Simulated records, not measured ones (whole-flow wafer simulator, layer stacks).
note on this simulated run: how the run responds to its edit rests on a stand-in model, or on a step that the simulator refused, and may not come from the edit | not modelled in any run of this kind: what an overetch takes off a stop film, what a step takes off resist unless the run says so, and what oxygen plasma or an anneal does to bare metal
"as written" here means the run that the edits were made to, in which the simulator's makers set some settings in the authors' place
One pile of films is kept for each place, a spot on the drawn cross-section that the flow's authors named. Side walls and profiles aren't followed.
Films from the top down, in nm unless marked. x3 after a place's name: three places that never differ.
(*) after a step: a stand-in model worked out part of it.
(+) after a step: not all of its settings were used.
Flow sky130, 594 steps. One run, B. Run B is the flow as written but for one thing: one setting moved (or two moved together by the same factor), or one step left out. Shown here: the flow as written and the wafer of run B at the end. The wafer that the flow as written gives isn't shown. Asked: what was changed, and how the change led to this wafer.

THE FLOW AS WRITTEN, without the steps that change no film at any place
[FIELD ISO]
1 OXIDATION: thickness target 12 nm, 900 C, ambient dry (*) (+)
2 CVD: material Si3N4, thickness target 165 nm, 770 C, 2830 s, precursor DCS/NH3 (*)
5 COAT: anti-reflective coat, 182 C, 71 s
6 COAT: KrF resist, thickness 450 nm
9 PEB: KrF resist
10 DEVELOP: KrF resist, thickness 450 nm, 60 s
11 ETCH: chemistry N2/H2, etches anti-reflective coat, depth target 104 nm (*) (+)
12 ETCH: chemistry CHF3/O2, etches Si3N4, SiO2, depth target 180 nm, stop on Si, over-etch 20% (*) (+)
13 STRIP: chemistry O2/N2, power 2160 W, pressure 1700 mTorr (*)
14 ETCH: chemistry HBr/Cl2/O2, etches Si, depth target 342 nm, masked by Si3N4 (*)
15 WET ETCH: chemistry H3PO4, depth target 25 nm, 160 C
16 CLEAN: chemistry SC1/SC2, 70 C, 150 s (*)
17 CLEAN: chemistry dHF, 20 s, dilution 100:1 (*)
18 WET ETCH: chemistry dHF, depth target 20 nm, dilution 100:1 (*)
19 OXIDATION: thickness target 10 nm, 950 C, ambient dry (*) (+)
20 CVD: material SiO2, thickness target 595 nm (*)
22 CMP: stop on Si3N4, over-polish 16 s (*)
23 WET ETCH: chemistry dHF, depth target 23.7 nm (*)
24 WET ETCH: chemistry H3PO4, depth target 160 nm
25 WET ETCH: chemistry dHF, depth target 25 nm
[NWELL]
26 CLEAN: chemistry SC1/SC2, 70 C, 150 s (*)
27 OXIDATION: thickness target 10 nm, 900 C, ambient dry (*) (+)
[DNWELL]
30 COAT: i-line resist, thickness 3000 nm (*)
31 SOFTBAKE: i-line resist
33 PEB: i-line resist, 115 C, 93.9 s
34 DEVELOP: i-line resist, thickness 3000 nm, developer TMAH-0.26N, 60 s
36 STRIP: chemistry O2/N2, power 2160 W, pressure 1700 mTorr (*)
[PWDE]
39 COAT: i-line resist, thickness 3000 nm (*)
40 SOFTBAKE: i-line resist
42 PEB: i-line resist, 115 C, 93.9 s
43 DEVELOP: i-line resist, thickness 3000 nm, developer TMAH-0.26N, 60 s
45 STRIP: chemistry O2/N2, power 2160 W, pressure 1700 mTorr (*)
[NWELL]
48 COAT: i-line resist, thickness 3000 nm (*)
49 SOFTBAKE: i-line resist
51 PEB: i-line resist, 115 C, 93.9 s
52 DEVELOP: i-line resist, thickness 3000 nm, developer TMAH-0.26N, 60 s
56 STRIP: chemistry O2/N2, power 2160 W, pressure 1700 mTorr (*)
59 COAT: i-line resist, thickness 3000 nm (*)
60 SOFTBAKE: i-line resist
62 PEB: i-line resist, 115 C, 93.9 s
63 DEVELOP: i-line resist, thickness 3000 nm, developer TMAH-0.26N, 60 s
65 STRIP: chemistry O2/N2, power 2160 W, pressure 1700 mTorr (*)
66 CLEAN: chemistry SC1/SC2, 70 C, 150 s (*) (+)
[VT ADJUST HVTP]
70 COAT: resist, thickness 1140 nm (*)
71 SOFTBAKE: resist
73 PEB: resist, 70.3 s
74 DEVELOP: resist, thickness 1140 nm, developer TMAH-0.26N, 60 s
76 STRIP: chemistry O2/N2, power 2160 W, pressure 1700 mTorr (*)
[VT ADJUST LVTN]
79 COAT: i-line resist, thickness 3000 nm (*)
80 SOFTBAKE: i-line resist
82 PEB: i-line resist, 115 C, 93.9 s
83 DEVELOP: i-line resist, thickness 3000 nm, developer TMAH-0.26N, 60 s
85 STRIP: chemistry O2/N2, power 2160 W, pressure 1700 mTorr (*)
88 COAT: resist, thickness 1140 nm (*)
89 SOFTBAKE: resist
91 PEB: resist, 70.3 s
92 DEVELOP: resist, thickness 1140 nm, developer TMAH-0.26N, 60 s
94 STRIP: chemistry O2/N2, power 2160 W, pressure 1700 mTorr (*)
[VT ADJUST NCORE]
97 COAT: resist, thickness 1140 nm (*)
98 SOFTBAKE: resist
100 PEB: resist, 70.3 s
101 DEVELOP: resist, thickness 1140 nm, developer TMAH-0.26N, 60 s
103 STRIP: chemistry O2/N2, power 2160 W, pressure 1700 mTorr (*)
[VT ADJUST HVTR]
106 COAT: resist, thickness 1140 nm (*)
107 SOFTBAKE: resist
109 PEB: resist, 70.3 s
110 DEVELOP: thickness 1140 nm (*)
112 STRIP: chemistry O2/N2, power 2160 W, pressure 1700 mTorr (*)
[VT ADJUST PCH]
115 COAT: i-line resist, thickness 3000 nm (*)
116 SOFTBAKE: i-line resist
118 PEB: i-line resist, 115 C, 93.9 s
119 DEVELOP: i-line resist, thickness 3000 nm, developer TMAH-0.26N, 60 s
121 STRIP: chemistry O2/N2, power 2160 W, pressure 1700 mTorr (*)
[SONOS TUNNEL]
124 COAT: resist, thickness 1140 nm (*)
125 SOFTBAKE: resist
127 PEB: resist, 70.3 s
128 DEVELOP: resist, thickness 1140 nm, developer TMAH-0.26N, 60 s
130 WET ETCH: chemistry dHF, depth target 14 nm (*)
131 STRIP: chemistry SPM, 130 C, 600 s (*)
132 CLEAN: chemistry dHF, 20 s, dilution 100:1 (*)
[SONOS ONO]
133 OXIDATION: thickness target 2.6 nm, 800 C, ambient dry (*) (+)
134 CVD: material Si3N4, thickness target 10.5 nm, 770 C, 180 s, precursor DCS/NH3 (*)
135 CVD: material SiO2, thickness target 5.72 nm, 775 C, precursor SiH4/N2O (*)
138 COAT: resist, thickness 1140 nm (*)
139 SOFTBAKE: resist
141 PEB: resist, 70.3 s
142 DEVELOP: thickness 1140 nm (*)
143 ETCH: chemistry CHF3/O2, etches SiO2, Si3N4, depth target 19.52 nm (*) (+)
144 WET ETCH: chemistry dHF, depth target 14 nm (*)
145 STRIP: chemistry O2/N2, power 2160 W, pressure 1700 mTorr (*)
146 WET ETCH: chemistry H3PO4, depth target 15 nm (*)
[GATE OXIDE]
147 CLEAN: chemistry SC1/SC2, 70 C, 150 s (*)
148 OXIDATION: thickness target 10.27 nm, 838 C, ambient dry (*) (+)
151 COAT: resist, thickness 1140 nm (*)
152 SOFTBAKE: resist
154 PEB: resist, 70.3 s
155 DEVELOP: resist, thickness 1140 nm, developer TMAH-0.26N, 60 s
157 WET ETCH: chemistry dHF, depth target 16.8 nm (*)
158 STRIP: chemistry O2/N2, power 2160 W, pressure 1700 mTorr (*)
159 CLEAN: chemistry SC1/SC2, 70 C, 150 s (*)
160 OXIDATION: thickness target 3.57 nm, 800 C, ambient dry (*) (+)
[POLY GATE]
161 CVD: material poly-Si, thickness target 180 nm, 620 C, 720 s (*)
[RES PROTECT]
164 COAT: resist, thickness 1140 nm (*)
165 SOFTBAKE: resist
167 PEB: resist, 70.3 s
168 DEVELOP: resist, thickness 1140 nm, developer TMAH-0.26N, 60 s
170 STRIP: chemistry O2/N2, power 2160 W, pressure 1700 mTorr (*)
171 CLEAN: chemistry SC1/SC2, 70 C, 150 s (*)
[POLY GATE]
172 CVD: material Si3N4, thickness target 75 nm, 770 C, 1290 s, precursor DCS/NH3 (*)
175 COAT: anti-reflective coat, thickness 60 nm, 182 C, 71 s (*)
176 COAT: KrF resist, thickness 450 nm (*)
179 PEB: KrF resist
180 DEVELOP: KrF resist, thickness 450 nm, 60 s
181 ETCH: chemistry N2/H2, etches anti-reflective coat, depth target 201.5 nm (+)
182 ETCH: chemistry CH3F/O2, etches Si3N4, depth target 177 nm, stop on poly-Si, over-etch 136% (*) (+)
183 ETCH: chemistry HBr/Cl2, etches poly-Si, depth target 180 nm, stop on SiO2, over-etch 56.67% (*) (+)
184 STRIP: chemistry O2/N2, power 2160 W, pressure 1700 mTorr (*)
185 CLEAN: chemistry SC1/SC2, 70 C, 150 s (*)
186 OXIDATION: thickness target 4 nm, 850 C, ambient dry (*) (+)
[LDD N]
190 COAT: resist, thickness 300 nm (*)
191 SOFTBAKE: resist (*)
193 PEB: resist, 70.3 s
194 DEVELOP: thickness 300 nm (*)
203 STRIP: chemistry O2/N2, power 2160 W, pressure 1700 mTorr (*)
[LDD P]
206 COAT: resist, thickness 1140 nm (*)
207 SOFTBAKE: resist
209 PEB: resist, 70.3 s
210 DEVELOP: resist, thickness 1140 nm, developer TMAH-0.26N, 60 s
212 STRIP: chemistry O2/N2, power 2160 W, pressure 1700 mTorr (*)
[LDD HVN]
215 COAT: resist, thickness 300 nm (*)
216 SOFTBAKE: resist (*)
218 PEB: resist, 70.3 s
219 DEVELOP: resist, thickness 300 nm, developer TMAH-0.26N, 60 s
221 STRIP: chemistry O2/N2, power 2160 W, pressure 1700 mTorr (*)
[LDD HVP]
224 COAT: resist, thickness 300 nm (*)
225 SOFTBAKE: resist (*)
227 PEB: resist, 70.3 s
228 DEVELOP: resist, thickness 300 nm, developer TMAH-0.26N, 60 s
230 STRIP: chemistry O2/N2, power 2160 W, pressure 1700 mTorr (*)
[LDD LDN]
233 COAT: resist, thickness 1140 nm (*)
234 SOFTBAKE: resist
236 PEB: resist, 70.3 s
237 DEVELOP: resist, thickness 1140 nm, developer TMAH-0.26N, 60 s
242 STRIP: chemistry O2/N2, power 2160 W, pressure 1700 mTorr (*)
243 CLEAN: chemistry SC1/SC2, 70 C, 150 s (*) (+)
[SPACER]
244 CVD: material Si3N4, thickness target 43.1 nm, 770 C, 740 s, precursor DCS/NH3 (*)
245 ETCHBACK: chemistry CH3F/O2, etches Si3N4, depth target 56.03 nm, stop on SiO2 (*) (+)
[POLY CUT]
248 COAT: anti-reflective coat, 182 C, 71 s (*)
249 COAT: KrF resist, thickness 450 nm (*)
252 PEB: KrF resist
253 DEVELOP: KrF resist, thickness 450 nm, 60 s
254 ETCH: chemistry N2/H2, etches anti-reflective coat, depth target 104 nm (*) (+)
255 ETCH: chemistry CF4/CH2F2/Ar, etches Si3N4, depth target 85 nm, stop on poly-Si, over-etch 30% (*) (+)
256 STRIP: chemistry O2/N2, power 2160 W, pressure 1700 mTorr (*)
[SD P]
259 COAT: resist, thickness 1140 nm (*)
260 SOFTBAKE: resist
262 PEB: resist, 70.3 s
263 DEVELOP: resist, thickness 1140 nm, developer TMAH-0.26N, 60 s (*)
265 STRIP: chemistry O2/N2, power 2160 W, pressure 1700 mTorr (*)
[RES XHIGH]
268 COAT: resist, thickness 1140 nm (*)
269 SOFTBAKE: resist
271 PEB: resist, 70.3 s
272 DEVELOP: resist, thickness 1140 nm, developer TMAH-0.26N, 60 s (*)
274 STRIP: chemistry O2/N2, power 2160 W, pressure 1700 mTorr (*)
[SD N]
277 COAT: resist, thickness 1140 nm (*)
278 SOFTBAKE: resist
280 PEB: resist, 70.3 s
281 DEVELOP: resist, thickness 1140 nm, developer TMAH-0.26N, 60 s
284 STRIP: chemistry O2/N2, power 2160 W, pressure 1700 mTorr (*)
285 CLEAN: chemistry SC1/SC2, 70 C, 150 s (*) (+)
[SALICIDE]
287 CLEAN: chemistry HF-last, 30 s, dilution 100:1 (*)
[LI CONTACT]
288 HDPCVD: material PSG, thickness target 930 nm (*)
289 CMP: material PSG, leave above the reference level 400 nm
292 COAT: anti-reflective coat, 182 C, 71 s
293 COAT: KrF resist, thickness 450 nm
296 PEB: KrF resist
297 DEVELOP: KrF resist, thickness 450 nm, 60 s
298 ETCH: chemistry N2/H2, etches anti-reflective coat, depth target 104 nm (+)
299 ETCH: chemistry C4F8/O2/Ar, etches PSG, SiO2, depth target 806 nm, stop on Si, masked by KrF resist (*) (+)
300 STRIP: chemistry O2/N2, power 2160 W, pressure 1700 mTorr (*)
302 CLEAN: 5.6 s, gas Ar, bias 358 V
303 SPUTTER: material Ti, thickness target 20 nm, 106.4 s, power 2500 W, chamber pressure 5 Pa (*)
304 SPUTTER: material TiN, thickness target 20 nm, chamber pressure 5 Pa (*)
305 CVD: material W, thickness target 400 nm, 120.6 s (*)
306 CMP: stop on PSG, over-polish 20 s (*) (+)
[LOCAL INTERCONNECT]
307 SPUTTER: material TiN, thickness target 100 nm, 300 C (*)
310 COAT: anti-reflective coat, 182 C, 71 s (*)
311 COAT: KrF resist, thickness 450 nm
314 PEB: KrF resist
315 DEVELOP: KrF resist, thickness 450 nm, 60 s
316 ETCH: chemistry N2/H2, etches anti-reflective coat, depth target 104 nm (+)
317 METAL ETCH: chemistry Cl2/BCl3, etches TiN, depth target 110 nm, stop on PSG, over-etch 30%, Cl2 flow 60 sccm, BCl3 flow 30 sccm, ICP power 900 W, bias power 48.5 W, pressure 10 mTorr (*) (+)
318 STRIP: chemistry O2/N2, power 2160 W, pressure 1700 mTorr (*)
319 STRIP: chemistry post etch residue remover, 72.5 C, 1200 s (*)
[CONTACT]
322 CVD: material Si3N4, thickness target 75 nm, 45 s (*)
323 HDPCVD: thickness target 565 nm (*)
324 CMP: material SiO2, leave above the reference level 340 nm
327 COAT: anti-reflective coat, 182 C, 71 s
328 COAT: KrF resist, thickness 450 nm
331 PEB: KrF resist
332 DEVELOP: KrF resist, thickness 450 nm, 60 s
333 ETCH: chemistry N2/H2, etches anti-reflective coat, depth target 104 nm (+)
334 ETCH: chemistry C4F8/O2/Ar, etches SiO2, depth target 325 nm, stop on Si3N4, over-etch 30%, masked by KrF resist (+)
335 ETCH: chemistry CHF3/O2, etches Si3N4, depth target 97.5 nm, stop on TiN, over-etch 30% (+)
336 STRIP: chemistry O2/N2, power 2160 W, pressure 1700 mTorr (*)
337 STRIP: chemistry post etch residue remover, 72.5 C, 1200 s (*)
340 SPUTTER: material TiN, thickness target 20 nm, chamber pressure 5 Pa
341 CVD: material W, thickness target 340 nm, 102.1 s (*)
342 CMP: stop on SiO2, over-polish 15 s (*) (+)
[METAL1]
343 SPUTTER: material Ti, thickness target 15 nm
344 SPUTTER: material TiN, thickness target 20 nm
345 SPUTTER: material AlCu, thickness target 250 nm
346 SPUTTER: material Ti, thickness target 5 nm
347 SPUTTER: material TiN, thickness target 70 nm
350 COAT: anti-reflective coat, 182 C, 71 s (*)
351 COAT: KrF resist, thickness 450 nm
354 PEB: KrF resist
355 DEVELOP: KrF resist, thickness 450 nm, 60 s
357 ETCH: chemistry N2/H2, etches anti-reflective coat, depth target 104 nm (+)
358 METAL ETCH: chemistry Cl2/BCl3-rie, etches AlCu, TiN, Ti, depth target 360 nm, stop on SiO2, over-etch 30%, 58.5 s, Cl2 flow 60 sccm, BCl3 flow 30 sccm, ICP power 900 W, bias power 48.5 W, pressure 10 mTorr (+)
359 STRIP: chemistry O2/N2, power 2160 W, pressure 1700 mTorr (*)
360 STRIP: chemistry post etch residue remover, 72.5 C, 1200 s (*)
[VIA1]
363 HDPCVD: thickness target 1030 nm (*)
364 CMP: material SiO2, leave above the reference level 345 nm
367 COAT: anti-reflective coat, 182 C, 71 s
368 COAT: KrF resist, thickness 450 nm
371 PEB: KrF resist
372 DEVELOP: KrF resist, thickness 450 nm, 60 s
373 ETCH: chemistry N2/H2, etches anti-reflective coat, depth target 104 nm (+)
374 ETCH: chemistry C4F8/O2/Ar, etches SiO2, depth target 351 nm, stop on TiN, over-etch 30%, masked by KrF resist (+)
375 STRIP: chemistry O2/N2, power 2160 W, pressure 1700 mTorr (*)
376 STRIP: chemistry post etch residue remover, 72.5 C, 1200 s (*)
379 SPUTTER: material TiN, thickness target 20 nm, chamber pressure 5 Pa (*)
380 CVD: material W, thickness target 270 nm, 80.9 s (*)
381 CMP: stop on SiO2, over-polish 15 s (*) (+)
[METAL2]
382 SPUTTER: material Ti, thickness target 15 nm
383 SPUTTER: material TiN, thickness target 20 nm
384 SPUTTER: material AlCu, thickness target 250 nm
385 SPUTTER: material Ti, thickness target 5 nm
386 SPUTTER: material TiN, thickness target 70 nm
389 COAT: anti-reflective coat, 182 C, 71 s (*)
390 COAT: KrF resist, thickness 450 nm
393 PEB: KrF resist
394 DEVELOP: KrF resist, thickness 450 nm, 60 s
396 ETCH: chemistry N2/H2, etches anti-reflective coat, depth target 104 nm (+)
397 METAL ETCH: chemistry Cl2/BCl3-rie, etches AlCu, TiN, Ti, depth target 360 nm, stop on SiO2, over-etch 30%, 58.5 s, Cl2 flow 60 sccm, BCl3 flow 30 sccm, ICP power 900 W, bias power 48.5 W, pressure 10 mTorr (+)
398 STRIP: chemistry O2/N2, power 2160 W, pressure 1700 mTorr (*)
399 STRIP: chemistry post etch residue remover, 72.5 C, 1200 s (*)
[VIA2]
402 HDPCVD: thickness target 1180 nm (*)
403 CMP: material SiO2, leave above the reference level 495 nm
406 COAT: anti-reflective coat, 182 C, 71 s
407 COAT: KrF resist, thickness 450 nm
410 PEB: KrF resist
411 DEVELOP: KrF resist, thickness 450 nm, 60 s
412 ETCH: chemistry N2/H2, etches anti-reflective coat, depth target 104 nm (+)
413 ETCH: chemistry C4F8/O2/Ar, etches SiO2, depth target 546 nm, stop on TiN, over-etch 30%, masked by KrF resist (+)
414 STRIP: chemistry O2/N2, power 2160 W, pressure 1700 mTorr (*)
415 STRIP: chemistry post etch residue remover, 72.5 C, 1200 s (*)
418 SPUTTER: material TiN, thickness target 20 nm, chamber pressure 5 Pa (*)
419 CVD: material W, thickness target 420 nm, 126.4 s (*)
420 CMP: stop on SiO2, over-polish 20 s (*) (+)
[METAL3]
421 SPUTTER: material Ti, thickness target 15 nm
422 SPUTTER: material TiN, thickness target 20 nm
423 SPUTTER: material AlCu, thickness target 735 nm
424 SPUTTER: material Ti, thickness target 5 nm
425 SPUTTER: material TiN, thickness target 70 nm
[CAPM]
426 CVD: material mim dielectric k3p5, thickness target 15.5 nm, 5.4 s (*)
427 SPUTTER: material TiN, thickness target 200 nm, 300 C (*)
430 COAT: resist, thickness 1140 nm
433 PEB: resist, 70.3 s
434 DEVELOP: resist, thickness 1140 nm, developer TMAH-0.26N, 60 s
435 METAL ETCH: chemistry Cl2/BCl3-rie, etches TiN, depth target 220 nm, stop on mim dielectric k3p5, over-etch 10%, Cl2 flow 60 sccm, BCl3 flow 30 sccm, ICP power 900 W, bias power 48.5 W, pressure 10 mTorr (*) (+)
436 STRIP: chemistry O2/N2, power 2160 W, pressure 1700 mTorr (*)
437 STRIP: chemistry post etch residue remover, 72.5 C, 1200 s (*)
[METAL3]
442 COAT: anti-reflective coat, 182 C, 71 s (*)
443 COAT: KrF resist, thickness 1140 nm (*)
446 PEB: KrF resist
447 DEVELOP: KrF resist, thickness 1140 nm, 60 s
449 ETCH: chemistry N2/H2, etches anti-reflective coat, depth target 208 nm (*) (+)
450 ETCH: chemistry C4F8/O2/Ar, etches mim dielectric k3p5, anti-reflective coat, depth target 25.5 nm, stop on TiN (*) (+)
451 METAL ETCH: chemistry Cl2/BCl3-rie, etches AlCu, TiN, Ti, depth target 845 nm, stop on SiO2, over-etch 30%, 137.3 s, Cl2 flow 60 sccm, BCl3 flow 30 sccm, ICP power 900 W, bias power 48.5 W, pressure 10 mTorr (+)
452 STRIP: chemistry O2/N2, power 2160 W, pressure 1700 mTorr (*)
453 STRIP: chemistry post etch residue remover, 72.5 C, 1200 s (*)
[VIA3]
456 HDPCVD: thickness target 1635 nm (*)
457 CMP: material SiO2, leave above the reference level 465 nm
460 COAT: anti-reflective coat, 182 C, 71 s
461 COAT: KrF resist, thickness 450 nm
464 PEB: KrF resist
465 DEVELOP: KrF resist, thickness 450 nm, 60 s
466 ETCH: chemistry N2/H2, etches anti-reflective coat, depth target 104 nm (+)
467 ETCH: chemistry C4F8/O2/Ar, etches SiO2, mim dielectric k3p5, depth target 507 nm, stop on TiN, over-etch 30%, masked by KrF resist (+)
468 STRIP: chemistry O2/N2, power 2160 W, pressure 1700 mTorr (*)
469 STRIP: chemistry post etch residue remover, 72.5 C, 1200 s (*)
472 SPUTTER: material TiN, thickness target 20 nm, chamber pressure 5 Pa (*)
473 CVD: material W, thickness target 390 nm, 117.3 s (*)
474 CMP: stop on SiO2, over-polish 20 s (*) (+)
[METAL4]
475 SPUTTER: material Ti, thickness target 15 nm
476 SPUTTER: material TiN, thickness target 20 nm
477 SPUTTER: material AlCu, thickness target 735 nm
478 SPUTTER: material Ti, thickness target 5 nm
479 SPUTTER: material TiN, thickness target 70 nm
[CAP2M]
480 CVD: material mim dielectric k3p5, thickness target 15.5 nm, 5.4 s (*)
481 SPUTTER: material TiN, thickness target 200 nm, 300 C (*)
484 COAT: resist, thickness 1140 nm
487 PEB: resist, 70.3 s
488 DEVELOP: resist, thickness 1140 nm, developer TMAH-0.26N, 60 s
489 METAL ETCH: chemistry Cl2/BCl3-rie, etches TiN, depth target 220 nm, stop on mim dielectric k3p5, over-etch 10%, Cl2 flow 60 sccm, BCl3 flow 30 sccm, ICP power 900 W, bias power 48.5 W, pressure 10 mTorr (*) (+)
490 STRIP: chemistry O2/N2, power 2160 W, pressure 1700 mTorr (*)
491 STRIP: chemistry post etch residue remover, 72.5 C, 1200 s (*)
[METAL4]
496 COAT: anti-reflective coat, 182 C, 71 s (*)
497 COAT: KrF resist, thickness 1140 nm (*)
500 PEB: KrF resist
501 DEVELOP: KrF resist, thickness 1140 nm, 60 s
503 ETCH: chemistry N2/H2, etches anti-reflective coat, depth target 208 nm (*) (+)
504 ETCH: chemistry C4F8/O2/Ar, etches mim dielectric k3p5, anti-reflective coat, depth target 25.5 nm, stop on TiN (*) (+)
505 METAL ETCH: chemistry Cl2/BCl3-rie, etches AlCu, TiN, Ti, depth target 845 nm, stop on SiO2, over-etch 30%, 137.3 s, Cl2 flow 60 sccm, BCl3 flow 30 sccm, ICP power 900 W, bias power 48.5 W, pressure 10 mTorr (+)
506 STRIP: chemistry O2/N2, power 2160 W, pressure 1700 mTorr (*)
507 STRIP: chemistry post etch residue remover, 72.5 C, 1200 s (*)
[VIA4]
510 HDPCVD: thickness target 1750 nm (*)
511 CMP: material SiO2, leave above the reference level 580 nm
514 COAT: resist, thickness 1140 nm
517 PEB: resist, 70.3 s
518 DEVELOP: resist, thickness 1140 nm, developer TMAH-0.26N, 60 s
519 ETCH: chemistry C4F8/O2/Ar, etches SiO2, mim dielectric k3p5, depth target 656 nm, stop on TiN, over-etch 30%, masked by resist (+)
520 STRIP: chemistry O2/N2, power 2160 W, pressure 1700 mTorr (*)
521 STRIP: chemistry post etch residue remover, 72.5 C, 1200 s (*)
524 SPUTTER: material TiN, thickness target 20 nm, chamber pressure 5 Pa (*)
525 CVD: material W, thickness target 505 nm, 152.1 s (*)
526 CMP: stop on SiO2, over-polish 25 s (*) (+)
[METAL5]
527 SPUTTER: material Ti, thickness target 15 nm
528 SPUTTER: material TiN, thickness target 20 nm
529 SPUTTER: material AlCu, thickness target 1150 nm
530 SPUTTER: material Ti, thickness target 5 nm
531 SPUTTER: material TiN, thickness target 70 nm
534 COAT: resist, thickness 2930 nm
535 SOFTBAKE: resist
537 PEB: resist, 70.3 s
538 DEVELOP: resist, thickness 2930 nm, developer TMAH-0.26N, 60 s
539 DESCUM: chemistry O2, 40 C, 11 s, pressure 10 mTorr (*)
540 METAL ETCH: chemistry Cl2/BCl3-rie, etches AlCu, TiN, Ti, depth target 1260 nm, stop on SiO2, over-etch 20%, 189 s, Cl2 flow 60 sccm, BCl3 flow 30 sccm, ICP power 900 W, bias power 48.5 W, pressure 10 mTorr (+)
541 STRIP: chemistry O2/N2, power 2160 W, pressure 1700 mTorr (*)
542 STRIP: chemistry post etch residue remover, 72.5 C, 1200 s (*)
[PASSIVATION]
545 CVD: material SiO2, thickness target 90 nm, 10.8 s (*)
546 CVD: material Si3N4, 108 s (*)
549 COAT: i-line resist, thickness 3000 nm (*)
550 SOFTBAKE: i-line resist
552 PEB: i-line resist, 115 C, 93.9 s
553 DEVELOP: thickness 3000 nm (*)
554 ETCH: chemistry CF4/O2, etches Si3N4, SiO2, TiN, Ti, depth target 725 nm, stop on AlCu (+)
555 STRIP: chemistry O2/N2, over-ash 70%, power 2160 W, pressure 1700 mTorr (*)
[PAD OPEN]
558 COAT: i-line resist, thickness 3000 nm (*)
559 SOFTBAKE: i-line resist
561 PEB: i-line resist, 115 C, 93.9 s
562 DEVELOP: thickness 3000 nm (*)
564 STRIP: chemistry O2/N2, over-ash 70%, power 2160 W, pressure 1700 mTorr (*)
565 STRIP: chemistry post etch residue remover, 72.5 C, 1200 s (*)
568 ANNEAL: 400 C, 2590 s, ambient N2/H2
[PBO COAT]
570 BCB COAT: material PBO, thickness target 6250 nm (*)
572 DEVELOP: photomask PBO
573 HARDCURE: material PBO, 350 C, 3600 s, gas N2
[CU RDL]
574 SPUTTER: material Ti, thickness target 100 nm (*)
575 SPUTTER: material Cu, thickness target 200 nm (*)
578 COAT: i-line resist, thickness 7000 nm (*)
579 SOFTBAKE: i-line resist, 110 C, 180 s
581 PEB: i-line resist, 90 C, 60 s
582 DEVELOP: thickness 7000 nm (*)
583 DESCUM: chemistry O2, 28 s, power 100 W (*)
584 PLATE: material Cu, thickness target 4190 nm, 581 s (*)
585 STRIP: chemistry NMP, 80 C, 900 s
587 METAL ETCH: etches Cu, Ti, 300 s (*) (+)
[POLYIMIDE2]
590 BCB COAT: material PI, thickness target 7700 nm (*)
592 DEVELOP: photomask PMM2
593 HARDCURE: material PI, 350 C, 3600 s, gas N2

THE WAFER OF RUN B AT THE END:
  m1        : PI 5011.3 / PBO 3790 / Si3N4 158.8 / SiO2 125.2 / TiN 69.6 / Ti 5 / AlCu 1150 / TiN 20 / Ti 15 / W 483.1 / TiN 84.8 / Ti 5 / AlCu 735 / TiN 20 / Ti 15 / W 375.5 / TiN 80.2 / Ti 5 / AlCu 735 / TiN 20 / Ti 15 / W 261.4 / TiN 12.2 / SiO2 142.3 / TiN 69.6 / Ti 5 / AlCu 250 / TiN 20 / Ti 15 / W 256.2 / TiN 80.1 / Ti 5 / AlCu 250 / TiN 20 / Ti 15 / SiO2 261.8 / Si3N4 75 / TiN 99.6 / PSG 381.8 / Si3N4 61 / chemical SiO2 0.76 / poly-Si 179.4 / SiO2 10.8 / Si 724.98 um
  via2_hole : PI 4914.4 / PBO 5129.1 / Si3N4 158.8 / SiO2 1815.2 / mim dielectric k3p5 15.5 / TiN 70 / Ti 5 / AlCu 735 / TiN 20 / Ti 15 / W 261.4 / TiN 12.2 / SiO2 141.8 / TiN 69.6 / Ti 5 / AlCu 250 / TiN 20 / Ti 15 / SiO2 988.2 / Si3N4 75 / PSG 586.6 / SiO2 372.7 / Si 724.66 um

The cause: step 413, ETCH: depth target 278 nm was run, where the flow has depth target 546 nm.

How the change led to this, step by step:
  413 ETCH: chemistry C4F8/O2/Ar, etches SiO2, depth target 546 nm, stop on TiN, over-etch 30%, masked by KrF resist (+)
      m1: SiO2 -278 (as written it would be: SiO2 -420.3 (all of it))
      via2_hole: SiO2 -278 (as written it would be: SiO2 -419.8 (all of it))
      (and at 189 more places)
  414 STRIP: chemistry O2/N2, power 2160 W, pressure 1700 mTorr (*)
      field, active, n_well and 186 more: KrF resist -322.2 (all of it), anti-reflective coat -80 (all of it) (as written it would be: KrF resist -268.6 (all of it), anti-reflective coat -80 (all of it))
  418 SPUTTER: material TiN, thickness target 20 nm, chamber pressure 5 Pa (*)
      m1, via2_hole: TiN +12.2 (new film) (as written it would be: TiN +10.2)
  419 CVD: material W, thickness target 420 nm, 126.4 s (*)
      m1: W +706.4 (new film) (as written it would be: W +851.1 (new film))
      via2_hole: W +706.4 (new film) (as written it would be: W +850.7 (new film))
Counting metal films that touch as one body, m1 has 3 bodies (between them, from the top down: SiO2 142.3; SiO2 261.8 / Si3N4 75); the flow as written gives 2 bodies (between them, from the top down: SiO2 261.8 / Si3N4 75).
Counting metal films that touch as one body, via2_hole has 2 bodies (between them, from the top down: SiO2 141.8); the flow as written gives 1 body.
